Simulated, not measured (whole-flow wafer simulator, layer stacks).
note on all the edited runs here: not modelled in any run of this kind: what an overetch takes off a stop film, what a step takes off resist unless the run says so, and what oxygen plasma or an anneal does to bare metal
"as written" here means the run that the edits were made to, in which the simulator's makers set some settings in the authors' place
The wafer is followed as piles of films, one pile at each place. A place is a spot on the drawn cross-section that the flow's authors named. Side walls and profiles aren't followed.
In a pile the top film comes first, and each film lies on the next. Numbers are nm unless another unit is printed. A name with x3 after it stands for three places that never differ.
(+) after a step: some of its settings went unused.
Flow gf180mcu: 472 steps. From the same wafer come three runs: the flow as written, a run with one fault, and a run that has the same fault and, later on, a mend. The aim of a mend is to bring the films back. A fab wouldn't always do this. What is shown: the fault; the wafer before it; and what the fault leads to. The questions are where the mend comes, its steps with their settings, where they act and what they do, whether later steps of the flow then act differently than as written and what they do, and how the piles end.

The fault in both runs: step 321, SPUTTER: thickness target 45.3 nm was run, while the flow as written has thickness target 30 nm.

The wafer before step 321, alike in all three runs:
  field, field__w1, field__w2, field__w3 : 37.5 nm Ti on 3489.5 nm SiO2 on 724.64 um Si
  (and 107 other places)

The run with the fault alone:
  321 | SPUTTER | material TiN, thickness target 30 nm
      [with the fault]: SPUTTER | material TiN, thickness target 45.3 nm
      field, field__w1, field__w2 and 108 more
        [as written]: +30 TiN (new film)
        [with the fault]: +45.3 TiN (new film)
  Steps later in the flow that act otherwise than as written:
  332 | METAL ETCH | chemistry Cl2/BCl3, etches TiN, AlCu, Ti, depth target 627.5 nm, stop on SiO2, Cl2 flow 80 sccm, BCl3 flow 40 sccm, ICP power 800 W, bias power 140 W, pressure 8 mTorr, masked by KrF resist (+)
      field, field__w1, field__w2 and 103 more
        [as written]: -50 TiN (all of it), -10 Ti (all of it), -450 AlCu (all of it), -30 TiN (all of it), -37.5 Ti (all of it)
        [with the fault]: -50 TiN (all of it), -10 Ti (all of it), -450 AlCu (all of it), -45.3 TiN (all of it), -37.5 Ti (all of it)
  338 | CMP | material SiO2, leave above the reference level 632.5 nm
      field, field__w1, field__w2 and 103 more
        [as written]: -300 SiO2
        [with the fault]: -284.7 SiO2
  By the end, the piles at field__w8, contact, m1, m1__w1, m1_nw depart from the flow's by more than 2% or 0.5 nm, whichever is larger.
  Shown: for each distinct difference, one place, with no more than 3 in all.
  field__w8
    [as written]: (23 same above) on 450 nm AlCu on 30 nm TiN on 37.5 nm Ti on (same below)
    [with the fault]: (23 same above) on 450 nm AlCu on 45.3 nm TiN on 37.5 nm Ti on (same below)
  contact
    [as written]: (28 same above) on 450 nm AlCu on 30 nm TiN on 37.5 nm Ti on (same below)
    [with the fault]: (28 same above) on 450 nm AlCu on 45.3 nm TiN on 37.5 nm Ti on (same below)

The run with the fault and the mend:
  The mend follows step 321.
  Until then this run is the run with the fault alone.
  321a | METAL ETCH | chemistry Cl2/BCl3, etches TiN, AlCu, Ti, depth target 15.3 nm, Cl2 flow 80 sccm, BCl3 flow 40 sccm, ICP power 800 W, bias power 140 W, pressure 8 mTorr (the flow's step 260, run once more with other settings)
      field, field__w1, field__w2 and 108 more
        -15.3 TiN
  Every later step of the flow that is run acts as written at every place that is followed.
  The piles end the same as the flow's at every place that both follow.
